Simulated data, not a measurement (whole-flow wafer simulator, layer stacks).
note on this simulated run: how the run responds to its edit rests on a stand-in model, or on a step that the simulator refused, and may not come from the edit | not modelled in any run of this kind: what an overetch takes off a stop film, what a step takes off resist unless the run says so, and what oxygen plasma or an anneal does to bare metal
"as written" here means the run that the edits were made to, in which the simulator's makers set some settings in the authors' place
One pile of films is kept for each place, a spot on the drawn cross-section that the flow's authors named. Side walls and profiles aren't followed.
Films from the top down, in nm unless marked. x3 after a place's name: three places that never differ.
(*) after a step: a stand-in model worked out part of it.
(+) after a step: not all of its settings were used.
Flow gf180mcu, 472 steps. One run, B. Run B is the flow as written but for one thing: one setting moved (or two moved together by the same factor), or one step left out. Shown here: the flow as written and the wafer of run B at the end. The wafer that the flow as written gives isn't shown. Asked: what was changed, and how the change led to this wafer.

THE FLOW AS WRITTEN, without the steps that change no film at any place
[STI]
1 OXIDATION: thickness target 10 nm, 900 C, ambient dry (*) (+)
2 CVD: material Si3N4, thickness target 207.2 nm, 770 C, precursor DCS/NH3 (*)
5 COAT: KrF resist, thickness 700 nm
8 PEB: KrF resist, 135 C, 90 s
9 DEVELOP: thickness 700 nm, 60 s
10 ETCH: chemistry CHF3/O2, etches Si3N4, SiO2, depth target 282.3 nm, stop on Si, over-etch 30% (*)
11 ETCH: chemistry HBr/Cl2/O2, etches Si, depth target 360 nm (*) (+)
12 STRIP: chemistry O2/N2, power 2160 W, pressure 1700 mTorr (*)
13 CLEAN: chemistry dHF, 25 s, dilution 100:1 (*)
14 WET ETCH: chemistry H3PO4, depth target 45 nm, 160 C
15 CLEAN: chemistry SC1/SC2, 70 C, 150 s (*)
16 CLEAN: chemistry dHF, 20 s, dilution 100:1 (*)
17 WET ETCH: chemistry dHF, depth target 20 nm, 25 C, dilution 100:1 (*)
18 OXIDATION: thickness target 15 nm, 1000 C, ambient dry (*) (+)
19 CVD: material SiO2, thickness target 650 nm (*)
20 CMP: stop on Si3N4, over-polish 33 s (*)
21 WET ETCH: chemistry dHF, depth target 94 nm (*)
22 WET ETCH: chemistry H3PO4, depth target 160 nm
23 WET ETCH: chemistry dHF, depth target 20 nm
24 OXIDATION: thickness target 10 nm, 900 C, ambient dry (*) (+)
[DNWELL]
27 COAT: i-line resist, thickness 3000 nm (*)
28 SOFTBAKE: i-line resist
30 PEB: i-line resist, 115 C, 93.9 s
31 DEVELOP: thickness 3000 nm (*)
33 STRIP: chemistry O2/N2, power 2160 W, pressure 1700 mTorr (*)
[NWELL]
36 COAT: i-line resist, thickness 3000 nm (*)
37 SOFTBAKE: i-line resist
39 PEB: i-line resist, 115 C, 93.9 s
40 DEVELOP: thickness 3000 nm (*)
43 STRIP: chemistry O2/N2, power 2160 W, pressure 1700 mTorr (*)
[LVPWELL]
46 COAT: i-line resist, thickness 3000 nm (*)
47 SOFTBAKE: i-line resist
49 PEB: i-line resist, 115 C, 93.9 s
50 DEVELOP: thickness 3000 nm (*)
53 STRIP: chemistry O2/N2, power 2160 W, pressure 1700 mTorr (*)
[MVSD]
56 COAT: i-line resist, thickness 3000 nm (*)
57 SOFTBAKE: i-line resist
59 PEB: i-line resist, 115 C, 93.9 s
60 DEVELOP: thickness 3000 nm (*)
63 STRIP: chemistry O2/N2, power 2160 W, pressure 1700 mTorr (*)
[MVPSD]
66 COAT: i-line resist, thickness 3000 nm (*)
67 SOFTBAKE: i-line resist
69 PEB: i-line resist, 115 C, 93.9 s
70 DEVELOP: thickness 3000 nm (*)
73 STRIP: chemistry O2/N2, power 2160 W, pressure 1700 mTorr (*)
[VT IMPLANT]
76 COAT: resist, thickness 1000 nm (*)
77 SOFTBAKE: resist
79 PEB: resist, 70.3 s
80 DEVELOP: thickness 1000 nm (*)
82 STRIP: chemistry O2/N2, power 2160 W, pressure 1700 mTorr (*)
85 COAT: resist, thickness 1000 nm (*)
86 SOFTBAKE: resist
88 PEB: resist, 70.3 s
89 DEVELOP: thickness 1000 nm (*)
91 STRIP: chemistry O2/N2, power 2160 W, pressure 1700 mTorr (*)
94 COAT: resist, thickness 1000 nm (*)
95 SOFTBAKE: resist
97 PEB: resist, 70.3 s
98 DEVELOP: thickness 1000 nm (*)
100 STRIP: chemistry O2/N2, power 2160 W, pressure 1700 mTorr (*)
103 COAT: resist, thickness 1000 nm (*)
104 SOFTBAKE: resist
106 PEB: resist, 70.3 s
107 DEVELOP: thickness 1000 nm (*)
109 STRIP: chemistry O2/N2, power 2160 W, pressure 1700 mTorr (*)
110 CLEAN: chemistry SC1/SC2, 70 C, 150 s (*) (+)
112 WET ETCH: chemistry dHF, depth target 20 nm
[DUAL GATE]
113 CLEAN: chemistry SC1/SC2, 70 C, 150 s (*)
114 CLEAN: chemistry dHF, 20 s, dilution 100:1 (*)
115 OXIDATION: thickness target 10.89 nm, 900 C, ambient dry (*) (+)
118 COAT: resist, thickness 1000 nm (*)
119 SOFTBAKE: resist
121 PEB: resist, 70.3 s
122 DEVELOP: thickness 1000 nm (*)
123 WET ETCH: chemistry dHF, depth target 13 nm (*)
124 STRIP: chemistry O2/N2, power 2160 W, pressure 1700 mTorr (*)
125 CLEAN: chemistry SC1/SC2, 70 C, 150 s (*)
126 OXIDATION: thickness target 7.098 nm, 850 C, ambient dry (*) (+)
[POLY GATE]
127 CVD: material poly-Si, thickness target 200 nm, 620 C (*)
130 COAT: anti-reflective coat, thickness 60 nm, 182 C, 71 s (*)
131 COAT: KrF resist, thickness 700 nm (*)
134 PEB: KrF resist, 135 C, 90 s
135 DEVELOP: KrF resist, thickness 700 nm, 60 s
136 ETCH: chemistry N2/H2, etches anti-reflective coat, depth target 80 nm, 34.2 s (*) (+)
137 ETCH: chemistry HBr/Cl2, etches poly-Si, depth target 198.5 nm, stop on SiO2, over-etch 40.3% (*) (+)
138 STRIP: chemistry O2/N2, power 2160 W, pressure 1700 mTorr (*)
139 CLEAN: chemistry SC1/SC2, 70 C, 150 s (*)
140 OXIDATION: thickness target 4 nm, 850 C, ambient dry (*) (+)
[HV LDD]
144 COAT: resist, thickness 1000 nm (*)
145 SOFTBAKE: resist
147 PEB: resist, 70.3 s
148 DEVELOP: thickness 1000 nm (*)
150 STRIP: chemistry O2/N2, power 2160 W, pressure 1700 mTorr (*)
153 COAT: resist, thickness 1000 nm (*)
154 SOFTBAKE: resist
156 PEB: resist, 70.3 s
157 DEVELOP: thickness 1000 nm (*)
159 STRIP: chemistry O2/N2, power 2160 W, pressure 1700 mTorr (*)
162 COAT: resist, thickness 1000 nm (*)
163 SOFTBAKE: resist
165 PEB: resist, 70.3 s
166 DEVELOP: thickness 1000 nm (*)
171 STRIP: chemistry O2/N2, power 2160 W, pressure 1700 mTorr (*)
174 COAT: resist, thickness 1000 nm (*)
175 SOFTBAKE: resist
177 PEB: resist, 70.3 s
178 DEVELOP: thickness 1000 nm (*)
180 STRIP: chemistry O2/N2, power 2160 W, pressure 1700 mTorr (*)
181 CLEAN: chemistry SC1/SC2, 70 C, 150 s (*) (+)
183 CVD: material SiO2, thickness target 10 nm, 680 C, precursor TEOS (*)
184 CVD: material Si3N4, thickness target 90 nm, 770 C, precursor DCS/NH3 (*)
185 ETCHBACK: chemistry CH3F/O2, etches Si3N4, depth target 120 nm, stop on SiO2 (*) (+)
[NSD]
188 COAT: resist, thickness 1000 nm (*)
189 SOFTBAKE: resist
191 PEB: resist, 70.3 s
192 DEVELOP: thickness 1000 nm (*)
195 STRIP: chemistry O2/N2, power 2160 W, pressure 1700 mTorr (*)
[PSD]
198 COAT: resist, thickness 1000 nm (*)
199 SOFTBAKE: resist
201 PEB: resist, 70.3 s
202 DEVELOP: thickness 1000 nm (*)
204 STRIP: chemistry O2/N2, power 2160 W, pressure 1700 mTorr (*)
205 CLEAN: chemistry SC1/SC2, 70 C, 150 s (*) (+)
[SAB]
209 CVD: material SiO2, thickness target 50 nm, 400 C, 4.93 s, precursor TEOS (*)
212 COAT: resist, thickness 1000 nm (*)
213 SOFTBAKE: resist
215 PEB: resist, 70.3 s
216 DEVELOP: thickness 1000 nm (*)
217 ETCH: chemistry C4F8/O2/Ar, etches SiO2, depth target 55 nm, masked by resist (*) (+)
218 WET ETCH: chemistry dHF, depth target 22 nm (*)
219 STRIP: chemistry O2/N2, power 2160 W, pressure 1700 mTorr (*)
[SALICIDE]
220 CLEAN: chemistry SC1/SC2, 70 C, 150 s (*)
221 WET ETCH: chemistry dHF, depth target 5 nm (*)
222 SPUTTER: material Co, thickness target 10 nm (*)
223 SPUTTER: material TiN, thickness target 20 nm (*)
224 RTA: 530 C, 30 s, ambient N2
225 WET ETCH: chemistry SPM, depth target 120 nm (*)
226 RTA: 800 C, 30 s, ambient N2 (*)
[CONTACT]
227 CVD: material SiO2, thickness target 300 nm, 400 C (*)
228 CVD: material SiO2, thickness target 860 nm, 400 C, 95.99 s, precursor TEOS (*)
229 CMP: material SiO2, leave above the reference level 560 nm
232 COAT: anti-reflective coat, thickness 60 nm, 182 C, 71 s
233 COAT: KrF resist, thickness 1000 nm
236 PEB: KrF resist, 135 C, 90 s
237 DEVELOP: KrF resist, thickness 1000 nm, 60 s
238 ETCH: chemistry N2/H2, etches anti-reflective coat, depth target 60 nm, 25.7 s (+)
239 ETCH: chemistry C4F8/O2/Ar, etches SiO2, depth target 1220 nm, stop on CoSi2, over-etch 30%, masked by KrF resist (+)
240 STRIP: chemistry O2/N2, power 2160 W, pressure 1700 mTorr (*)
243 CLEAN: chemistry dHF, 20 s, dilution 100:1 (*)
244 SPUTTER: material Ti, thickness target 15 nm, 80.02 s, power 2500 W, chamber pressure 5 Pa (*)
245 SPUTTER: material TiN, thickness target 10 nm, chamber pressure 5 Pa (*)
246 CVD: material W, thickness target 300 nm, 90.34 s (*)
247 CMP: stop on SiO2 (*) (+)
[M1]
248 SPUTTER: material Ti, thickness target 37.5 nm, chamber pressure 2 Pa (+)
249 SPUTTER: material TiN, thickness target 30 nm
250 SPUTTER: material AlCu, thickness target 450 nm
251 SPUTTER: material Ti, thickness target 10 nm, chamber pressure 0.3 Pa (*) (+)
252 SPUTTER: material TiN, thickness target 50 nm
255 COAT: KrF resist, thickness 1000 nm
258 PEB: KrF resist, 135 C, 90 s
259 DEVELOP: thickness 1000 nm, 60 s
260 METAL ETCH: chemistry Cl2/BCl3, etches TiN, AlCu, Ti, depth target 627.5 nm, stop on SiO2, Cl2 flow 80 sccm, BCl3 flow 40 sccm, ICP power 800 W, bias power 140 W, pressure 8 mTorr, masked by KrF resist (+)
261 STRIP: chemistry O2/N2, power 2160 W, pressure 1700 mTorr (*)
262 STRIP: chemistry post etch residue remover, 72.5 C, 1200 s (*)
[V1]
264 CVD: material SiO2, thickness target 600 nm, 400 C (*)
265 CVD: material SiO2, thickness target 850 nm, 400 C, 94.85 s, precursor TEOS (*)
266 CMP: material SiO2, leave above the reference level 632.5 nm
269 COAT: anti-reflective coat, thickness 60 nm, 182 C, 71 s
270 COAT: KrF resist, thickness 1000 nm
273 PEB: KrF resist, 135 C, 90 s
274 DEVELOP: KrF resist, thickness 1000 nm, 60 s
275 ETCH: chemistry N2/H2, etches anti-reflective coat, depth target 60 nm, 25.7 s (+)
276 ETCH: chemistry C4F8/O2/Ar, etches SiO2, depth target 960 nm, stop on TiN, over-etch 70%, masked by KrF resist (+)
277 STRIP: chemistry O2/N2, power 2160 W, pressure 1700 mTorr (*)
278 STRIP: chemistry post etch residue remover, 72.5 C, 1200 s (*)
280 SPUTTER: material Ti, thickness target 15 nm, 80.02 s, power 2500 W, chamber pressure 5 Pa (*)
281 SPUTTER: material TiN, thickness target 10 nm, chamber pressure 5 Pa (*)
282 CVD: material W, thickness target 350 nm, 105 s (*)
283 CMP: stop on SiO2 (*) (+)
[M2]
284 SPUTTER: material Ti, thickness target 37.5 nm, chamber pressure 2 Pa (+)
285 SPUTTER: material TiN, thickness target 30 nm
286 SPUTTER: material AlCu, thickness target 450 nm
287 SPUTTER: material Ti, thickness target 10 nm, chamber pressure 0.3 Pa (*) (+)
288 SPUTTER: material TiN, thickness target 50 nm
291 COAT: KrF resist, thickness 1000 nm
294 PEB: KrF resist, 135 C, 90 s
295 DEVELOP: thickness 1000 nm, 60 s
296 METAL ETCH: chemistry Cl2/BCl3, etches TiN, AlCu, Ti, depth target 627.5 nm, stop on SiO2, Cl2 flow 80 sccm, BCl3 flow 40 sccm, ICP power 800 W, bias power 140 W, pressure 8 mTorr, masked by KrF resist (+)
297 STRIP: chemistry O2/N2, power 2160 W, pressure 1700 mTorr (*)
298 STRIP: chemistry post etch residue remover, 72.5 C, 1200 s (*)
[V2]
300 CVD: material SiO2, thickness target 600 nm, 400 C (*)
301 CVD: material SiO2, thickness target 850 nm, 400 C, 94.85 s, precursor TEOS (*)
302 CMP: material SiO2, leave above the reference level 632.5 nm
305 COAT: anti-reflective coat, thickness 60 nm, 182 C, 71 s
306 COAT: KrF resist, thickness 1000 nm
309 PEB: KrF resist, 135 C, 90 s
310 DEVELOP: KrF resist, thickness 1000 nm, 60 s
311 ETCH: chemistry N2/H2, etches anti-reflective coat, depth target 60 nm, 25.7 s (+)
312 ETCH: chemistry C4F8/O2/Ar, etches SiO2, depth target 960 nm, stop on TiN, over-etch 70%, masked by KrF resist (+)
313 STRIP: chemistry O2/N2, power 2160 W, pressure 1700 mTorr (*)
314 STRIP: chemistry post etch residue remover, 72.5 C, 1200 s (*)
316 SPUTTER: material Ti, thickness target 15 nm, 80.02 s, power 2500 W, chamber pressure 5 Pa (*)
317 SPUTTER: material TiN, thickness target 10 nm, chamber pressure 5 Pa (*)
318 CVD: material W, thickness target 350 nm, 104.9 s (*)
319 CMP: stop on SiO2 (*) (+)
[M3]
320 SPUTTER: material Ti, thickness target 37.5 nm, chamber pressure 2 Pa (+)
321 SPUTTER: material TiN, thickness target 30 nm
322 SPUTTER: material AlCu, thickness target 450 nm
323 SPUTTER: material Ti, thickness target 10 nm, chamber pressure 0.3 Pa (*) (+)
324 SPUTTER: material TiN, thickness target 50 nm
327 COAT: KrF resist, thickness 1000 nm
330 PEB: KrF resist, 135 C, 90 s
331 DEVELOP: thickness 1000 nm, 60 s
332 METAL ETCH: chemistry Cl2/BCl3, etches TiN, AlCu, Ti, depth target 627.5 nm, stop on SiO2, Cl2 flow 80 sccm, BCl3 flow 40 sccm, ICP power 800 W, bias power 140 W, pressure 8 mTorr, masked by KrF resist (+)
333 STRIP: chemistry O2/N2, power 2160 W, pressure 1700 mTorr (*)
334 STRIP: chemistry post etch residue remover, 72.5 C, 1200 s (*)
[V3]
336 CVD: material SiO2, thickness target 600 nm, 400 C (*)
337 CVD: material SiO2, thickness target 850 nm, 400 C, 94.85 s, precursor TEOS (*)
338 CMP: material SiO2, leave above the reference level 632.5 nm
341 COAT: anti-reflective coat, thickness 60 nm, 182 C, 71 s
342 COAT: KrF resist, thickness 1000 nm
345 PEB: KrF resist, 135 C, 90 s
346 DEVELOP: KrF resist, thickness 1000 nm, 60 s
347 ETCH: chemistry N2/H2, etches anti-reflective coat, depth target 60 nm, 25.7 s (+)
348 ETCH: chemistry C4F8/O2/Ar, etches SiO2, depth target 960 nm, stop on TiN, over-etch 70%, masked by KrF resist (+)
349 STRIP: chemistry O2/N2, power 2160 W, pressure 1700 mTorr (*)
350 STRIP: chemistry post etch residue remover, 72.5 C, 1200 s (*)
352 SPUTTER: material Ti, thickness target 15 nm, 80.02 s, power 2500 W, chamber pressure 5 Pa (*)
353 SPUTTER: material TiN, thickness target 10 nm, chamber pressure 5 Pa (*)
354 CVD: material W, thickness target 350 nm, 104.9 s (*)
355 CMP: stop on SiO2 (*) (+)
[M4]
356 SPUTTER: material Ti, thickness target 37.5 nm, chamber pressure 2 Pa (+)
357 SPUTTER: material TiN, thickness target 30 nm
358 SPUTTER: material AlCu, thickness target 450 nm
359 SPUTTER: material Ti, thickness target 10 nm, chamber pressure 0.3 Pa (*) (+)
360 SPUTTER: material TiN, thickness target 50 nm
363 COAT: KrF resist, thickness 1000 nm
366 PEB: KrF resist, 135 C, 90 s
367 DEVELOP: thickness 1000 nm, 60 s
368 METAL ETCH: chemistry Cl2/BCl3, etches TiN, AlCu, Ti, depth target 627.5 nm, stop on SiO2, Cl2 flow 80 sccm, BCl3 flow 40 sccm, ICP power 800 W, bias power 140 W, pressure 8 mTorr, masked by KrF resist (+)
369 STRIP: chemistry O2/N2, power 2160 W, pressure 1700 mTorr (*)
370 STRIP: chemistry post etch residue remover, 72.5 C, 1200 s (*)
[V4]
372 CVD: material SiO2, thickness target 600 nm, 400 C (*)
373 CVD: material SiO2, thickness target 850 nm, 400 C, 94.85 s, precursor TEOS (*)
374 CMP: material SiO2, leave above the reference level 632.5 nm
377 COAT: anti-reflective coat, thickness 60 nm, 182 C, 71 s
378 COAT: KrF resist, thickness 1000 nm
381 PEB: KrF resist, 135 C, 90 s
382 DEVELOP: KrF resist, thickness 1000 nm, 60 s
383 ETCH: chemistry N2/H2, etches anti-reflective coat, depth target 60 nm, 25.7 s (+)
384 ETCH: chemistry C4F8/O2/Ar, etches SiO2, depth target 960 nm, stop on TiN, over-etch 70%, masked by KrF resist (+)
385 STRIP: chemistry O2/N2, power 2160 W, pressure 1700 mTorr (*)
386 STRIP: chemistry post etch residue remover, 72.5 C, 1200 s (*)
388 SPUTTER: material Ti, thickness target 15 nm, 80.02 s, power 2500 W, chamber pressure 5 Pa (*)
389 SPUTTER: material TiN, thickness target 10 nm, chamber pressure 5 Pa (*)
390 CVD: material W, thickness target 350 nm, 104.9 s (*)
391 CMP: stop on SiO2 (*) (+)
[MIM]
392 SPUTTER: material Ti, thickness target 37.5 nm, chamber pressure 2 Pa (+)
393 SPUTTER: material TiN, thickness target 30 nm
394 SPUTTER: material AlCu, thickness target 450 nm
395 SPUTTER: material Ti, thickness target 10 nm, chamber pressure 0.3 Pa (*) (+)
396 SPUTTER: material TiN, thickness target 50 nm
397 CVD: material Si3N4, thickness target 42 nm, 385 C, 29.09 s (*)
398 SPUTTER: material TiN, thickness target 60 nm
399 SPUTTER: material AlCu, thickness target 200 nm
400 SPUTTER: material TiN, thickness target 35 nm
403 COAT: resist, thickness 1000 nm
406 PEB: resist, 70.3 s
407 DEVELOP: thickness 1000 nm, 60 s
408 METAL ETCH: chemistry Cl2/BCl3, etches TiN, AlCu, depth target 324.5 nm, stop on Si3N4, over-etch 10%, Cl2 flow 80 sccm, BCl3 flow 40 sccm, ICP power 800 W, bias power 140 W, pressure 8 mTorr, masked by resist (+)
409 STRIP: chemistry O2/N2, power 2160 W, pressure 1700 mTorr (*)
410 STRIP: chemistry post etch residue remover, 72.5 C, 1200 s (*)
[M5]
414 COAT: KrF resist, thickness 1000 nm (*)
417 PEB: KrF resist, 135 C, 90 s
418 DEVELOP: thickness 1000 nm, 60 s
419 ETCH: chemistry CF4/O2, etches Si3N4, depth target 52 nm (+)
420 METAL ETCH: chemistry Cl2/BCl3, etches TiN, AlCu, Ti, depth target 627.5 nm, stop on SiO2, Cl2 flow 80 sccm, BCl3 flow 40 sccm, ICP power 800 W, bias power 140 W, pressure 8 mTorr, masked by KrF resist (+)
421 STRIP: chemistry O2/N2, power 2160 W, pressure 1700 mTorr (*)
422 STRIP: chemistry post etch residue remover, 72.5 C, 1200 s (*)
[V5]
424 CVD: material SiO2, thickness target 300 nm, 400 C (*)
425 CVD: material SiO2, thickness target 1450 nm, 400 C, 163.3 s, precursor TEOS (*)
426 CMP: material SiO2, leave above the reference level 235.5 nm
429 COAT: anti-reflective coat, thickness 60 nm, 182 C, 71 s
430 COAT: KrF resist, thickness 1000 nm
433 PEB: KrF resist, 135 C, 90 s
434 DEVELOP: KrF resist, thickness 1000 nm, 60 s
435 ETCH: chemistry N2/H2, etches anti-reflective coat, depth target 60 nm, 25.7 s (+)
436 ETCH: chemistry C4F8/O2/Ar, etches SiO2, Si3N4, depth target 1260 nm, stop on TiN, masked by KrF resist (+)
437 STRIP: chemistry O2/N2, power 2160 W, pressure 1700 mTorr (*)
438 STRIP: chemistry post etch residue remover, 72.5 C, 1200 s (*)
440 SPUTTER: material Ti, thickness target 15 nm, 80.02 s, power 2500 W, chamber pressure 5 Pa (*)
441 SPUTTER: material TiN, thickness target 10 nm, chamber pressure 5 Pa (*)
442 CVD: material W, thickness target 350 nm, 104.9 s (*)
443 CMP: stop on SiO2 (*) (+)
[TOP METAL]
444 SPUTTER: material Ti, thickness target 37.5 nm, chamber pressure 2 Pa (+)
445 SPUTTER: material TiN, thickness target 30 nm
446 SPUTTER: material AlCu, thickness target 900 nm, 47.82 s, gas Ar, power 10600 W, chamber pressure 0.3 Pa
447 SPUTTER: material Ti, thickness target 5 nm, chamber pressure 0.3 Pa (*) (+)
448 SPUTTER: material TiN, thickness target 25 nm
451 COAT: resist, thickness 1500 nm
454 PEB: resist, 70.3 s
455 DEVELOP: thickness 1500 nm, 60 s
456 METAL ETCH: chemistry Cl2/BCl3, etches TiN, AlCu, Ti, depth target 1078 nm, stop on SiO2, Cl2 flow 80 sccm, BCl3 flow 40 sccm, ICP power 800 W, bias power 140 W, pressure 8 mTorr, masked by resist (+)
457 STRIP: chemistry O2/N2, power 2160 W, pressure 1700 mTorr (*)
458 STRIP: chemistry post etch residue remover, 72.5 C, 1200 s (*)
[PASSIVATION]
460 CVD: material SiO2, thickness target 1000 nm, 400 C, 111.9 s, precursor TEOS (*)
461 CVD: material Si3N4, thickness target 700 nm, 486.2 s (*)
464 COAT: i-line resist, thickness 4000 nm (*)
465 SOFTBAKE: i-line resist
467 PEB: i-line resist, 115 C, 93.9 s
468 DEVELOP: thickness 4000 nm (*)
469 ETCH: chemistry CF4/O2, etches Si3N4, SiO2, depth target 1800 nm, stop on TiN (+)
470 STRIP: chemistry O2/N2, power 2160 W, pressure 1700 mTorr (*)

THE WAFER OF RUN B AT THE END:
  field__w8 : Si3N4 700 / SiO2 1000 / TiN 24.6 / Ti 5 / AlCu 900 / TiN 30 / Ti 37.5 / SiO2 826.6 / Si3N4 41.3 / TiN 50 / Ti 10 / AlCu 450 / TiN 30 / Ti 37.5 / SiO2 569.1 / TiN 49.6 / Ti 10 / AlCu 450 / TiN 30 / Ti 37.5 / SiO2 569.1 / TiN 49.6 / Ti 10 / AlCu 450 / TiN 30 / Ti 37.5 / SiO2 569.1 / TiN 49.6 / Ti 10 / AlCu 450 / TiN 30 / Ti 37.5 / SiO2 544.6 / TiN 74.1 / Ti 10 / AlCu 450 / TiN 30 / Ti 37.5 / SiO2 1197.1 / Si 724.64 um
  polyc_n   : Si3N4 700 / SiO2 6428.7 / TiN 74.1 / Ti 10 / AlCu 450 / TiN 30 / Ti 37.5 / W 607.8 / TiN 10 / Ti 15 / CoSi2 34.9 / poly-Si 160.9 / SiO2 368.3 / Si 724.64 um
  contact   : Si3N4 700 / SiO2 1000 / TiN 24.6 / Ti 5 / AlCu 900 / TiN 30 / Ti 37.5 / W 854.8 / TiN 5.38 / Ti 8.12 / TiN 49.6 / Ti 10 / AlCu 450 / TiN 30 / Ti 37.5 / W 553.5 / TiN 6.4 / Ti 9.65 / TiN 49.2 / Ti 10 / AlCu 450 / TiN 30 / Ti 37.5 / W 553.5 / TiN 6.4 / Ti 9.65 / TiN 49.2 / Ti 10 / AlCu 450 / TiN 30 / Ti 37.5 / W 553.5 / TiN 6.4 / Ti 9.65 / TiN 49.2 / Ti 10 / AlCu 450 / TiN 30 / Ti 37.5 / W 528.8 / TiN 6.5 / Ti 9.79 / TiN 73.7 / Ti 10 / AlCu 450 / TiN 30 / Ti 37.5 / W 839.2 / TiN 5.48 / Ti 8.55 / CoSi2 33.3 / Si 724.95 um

The cause: step 252, SPUTTER: thickness target 74.5 nm was run, where the flow has thickness target 50 nm.

How the change led to this, step by step:
  252 SPUTTER: material TiN, thickness target 50 nm
      field, field__w1, field__w2 and 108 more: TiN +74.5 (new film) (as written it would be: TiN +50 (new film))
  260 METAL ETCH: chemistry Cl2/BCl3, etches TiN, AlCu, Ti, depth target 627.5 nm, stop on SiO2, Cl2 flow 80 sccm, BCl3 flow 40 sccm, ICP power 800 W, bias power 140 W, pressure 8 mTorr, masked by KrF resist (+)
      field, field__w1, field__w2 and 99 more: TiN -74.5 (all of it), Ti -10 (all of it), AlCu -450 (all of it), TiN -30 (all of it), Ti -37.5 (all of it) (as written it would be: TiN -50 (all of it), Ti -10 (all of it), AlCu -450 (all of it), TiN -30 (all of it), Ti -37.5 (all of it))
  266 CMP: material SiO2, leave above the reference level 632.5 nm
      field__w8, contact, m1 and 6 more: SiO2 -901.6 (as written it would be: SiO2 -877.1)
  276 ETCH: chemistry C4F8/O2/Ar, etches SiO2, depth target 960 nm, stop on TiN, over-etch 70%, masked by KrF resist (+)
      field, field__w1, field__w2 and 107 more: KrF resist -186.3 (as written it would be: KrF resist -192)
      contact: SiO2 -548 (all of it) (as written it would be: SiO2 -572.5 (all of it))
  282 CVD: material W, thickness target 350 nm, 105 s (*)
      contact: W +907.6 (new film) (as written it would be: W +932.3 (new film))
